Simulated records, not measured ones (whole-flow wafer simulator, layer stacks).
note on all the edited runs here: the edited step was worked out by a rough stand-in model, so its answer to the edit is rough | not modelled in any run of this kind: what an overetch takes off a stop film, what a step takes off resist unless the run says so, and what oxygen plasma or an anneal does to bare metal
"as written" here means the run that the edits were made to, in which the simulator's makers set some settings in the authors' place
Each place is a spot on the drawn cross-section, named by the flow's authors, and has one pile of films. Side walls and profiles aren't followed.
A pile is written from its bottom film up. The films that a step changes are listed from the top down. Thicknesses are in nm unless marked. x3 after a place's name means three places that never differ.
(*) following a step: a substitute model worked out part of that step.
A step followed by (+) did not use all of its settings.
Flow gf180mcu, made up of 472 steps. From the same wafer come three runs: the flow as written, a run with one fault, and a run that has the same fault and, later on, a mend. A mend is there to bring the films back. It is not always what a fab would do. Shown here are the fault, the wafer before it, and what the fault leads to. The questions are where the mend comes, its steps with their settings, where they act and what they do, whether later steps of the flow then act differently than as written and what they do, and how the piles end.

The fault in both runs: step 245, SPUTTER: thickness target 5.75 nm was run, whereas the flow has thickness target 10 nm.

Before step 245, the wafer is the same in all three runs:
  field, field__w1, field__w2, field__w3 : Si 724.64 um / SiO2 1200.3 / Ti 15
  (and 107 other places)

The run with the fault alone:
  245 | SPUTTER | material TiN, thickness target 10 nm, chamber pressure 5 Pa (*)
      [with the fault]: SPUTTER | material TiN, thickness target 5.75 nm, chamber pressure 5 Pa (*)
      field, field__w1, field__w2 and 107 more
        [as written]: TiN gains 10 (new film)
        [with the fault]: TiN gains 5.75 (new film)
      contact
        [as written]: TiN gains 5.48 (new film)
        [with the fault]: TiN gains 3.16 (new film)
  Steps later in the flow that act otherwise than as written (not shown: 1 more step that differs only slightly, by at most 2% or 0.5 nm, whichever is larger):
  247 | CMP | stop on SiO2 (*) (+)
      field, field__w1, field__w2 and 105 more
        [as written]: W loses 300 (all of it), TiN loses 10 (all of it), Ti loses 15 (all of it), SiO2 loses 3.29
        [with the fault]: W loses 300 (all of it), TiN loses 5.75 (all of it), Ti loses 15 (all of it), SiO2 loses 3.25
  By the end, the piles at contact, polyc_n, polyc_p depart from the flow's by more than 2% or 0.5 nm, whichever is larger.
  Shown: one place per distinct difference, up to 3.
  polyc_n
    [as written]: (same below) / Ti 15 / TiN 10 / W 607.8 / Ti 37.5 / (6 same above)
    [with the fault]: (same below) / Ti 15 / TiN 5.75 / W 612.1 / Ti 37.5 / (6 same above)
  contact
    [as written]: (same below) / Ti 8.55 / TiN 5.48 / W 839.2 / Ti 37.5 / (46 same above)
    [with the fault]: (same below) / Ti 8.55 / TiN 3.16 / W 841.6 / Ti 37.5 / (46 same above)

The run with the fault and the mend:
  After step 245 comes the mend.
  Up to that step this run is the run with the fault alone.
  245a | SPUTTER | material TiN, thickness target 4.25 nm, chamber pressure 5 Pa (*) (the flow's step 245 again, with other settings)
      field, field__w1, field__w2 and 107 more
        TiN gains 4.25
      contact
        TiN gains 2.33
  Every later step of the flow that is run acts as written at every place that is followed.
  The piles end the same as the flow's at every place that both follow.
